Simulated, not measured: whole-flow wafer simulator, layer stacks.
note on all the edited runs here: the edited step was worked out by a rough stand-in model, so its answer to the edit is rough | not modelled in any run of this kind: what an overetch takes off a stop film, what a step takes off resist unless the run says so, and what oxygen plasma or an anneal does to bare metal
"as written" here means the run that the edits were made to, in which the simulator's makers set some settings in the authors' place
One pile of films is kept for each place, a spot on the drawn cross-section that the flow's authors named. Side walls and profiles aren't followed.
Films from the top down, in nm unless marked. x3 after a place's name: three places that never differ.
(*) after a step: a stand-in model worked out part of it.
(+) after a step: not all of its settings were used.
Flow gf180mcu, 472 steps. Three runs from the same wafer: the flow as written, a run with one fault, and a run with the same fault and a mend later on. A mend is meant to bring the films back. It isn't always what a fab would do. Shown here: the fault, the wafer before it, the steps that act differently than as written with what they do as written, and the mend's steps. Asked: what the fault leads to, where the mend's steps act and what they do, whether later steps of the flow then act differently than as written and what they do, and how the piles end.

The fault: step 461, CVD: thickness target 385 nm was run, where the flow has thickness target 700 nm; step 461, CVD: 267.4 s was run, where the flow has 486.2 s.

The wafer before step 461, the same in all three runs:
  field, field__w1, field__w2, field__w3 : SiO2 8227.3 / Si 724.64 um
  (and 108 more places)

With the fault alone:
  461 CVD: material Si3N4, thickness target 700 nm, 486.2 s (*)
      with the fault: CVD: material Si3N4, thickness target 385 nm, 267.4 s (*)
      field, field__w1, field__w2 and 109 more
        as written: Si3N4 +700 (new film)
        with the fault: Si3N4 +385.1 (new film)
  Later steps of the flow that act differently than as written (4 more steps differ only slightly, by at most 2% or 0.5 nm, whichever is larger, and aren't shown):
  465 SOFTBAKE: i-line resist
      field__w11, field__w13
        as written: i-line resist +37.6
        with the fault: i-line resist +36
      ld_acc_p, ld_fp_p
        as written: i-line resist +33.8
        with the fault: i-line resist +32.1
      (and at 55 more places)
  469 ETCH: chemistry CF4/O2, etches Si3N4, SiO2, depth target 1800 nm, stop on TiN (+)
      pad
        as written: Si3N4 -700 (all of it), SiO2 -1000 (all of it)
        with the fault: Si3N4 -385.1 (all of it), SiO2 -1000 (all of it)
  At the end the piles differ from the flow's by more than 2% or 0.5 nm, whichever is larger, at field, field__w1, field__w2 and 108 more.
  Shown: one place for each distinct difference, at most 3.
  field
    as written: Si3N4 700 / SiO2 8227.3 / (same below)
    with the fault: Si3N4 385.1 / SiO2 8227.3 / (same below)
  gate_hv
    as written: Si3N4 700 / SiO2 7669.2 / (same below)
    with the fault: Si3N4 385.1 / SiO2 7669.2 / (same below)
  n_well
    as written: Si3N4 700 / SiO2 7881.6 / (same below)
    with the fault: Si3N4 385.1 / SiO2 7881.6 / (same below)

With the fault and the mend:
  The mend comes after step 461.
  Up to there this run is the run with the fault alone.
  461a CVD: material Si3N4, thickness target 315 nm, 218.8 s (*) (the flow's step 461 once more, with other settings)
      field, field__w1, field__w2 and 109 more
        Si3N4 +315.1
  No later step of the flow acts differently than as written, at any place that is followed, by more than 2% or 0.5 nm, whichever is larger.
  At the end the piles differ from the flow's only slightly at the places that both follow, by at most 2% or 0.5 nm, whichever is larger.
